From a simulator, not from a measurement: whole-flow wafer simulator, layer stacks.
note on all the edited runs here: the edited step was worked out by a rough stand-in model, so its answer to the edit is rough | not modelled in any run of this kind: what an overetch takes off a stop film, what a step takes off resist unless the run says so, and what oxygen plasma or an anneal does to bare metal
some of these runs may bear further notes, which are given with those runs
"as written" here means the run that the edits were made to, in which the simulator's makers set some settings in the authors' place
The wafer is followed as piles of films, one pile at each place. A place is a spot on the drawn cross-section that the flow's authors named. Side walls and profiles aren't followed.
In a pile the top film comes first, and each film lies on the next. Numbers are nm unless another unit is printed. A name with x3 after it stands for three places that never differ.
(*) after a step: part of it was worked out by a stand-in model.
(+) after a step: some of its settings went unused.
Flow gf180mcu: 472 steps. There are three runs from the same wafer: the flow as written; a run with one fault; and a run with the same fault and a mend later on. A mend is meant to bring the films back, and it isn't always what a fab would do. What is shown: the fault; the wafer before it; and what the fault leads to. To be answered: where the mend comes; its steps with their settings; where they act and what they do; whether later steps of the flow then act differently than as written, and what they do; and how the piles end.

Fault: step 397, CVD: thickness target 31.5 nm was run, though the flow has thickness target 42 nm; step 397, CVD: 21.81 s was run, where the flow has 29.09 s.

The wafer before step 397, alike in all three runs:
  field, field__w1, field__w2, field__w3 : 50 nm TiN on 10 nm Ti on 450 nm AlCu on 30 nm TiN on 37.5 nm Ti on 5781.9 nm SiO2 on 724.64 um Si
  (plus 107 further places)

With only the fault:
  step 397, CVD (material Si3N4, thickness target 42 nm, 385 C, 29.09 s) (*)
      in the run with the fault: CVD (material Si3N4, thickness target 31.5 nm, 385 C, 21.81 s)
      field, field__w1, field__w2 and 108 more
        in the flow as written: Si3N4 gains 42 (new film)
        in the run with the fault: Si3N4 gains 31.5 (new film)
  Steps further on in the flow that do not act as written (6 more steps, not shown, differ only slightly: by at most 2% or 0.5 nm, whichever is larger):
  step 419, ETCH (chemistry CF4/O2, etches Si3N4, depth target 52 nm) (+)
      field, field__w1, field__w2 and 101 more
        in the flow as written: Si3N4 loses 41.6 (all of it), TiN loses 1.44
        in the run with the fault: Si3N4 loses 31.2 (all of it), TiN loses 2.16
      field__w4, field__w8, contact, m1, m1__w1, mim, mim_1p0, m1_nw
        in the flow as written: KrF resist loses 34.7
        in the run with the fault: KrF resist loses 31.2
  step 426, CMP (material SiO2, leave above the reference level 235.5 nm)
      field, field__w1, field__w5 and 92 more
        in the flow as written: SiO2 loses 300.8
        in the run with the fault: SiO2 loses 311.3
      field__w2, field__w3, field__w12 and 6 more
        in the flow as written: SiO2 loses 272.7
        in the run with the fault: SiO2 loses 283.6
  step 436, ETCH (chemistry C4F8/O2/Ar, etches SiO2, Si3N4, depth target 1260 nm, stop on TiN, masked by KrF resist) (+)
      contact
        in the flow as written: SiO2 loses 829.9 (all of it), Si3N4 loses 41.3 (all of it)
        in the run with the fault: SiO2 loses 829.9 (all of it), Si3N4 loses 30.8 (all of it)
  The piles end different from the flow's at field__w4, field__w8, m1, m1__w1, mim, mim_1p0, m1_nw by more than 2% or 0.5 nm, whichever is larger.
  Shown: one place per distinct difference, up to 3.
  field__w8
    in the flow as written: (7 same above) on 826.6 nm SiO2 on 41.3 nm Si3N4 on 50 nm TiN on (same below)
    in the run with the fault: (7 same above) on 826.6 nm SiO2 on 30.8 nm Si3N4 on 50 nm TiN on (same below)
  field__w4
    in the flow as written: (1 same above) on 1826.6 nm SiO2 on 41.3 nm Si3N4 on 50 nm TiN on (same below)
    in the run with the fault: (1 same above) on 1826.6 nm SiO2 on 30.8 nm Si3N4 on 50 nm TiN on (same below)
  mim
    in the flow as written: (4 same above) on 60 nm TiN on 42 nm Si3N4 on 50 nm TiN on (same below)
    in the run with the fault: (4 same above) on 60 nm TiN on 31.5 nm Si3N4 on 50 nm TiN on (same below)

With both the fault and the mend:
  The mend follows step 397.
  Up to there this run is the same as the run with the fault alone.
  step 397a, CVD (material Si3N4, thickness target 10.5 nm, 385 C, 7.271 s) (a further turn of the flow's step 397, with different settings)
      field, field__w1, field__w2 and 108 more
        Si3N4 gains 10.5
  Later steps of the flow that are run all act as written at every place that is followed, up to a difference of at most 2% or 0.5 nm, whichever is larger.
  The piles end only slightly different from the flow's at the places that both follow, by no more than 2% or 0.5 nm, whichever is larger.
